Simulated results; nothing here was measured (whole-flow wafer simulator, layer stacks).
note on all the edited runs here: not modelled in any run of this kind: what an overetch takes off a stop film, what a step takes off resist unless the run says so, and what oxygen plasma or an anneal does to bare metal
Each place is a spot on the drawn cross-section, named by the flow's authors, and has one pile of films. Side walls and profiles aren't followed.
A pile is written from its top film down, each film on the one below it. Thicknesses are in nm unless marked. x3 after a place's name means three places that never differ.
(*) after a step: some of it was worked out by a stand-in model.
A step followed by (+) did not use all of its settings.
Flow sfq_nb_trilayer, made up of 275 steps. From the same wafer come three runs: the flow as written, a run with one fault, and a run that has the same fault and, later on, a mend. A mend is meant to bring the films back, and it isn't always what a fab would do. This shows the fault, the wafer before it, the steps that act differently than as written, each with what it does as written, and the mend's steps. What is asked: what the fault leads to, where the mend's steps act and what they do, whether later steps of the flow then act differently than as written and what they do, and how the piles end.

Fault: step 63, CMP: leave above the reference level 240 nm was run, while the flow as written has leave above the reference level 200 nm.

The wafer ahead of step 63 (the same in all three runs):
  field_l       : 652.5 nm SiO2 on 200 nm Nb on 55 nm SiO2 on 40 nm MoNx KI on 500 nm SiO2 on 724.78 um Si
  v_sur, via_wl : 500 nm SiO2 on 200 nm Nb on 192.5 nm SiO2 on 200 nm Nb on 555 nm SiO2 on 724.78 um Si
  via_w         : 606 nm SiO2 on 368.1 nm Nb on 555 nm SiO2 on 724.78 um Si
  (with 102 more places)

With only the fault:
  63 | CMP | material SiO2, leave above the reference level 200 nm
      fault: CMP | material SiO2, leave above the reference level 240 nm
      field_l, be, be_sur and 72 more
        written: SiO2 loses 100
        fault: SiO2 loses 60
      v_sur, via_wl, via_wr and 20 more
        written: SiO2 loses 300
        fault: SiO2 loses 260
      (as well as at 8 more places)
  Steps further on in the flow that do not act as written (not shown: 3 more steps that differ only slightly, by at most 2% or 0.5 nm, whichever is larger):
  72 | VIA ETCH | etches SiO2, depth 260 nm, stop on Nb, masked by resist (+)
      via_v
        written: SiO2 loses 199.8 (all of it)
        fault: SiO2 loses 239.8 (all of it)
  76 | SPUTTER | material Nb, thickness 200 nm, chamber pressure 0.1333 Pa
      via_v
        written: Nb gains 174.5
        fault: Nb gains 167.1
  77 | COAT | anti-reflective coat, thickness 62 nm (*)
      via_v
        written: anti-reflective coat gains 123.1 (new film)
        fault: anti-reflective coat gains 131.6 (new film)
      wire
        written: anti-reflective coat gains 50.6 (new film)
        fault: anti-reflective coat gains 49.4 (new film)
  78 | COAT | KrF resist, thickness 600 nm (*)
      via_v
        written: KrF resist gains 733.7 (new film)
        fault: KrF resist gains 766.2 (new film)
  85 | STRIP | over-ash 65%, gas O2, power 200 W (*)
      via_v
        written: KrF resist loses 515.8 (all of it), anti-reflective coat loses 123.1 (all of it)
        fault: KrF resist loses 548.1 (all of it), anti-reflective coat loses 131.6 (all of it)
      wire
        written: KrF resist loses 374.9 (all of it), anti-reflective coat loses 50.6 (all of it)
        fault: KrF resist loses 372.1 (all of it), anti-reflective coat loses 49.4 (all of it)
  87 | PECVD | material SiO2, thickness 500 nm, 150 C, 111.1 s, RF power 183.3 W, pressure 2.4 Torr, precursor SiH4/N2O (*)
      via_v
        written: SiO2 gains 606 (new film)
        fault: SiO2 gains 653.5 (new film)
  At v_sur, via_wl, via_w and 74 more, the piles at the end differ from the flow's by more than 2% or 0.5 nm, whichever is larger.
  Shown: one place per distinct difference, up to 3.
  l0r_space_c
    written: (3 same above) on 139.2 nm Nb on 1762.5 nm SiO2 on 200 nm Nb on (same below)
    fault: (3 same above) on 139.2 nm Nb on 1802.5 nm SiO2 on 200 nm Nb on (same below)
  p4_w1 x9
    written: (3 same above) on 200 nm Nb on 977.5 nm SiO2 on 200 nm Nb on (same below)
    fault: (3 same above) on 200 nm Nb on 1017.5 nm SiO2 on 200 nm Nb on (same below)
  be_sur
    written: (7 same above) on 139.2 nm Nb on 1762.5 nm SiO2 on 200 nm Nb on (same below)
    fault: (7 same above) on 139.2 nm Nb on 1802.5 nm SiO2 on 200 nm Nb on (same below)

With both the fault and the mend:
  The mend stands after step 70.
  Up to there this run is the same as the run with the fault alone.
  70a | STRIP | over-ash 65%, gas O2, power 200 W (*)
      field_l, v_sur, via_wl and 102 more
        KrF resist loses 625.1 (all of it), anti-reflective coat loses 62 (all of it)
      via_v
        anti-reflective coat loses 62 (all of it)
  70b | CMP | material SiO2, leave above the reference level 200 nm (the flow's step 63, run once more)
      field_l, v_sur, via_wl and 103 more
        SiO2 loses 40
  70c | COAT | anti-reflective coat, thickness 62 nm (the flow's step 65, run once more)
      field_l, v_sur, via_wl and 103 more
        anti-reflective coat gains 62 (new film)
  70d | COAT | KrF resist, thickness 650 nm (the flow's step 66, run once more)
      field_l, v_sur, via_wl and 103 more
        KrF resist gains 650 (new film)
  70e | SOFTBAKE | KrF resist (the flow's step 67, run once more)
      alters no film at any place that is followed
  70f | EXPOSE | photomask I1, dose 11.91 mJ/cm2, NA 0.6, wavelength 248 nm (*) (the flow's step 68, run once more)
      alters no film at any place that is followed
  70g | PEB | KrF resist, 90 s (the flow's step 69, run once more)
      field_l, v_sur, via_wl and 103 more
        KrF resist loses 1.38
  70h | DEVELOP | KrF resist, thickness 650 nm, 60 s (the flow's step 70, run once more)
      field_l, v_sur, via_wl and 102 more
        KrF resist loses 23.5
      via_v
        KrF resist loses 648.6 (all of it)
  Later steps of the flow that are run all act as written at every place that is followed.
  At every place that both follow, the piles at the end match the flow's.
